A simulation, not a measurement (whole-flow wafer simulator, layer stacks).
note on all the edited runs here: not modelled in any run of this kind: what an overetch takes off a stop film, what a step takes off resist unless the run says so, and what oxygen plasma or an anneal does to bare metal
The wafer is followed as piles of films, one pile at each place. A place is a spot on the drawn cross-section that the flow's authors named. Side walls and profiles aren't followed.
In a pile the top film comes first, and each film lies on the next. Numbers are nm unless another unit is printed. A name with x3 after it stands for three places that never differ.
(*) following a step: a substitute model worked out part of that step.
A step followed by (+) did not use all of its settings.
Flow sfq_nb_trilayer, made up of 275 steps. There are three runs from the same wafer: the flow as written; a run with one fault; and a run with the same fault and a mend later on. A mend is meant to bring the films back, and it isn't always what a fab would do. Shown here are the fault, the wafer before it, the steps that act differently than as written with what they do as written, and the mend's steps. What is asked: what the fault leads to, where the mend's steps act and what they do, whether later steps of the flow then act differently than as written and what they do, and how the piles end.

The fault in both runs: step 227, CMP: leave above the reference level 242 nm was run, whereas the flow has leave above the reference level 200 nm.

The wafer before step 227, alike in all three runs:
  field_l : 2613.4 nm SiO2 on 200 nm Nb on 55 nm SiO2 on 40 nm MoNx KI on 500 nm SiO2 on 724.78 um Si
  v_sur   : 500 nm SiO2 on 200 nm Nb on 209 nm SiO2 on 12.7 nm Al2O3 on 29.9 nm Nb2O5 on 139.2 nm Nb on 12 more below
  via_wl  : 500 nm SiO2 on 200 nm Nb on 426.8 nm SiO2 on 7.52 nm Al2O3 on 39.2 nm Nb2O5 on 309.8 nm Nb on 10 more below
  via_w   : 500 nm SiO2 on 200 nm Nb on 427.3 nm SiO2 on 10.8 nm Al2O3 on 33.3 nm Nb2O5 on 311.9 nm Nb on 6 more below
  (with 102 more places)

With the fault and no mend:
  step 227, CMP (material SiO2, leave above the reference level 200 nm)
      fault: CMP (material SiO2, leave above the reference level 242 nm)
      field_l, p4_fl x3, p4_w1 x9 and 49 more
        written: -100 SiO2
        fault: -58 SiO2
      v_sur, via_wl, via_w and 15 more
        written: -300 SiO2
        fault: -258 SiO2
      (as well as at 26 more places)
  Later steps of the flow acting differently than as written (3 other steps are not shown; they differ only slightly, by no more than 2% or 0.5 nm, whichever is larger):
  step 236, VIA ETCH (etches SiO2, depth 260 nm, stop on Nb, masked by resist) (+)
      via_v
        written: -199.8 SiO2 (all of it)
        fault: -241.8 SiO2 (all of it)
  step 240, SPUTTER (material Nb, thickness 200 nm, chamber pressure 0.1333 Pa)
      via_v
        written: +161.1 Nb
        fault: +151.3 Nb
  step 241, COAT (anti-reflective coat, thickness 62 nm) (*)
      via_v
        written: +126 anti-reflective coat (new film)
        fault: +135.2 anti-reflective coat (new film)
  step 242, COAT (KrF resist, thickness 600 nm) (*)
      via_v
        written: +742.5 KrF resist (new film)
        fault: +778 KrF resist (new film)
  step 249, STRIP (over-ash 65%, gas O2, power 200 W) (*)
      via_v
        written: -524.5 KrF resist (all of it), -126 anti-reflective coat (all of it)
        fault: -560 KrF resist (all of it), -135.2 anti-reflective coat (all of it)
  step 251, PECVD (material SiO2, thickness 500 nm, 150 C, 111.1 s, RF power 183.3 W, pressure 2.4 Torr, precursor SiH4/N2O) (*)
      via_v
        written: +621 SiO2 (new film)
        fault: +672.8 SiO2 (new film)
  By the end, the piles at v_sur, via_wl, via_w and 80 more depart from the flow's by more than 2% or 0.5 nm, whichever is larger.
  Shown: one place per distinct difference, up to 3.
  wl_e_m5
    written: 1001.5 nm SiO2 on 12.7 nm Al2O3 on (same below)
    fault: 1043.5 nm SiO2 on 12.7 nm Al2O3 on (same below)
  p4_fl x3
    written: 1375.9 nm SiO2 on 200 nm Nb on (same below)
    fault: 1417.9 nm SiO2 on 200 nm Nb on (same below)
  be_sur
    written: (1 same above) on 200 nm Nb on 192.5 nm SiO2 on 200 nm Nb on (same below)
    fault: (1 same above) on 200 nm Nb on 234.5 nm SiO2 on 200 nm Nb on (same below)

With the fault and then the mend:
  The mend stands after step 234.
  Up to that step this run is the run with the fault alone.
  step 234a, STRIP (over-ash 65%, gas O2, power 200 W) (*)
      field_l, v_sur, via_wl and 102 more
        -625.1 KrF resist (all of it), -62 anti-reflective coat (all of it)
      via_v
        -62 anti-reflective coat (all of it)
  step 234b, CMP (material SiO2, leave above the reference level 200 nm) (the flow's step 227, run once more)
      field_l, v_sur, via_wl and 103 more
        -42 SiO2
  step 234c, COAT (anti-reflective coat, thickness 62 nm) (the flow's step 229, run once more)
      field_l, v_sur, via_wl and 103 more
        +62 anti-reflective coat (new film)
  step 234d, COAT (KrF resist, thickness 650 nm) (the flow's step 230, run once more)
      field_l, v_sur, via_wl and 103 more
        +650 KrF resist (new film)
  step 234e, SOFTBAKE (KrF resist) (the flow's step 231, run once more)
      does not change any film at any place that is followed
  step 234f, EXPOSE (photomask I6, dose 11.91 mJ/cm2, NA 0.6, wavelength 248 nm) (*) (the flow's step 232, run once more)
      does not change any film at any place that is followed
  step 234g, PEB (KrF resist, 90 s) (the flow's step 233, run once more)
      field_l, v_sur, via_wl and 103 more
        -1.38 KrF resist
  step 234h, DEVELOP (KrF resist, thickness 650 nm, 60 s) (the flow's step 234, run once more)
      field_l, v_sur, via_wl and 102 more
        -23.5 KrF resist
      via_v
        -648.6 KrF resist (all of it)
  None of the later steps of the flow acts differently than as written at any place that is followed.
  The piles end the same as the flow's at every place that both follow.
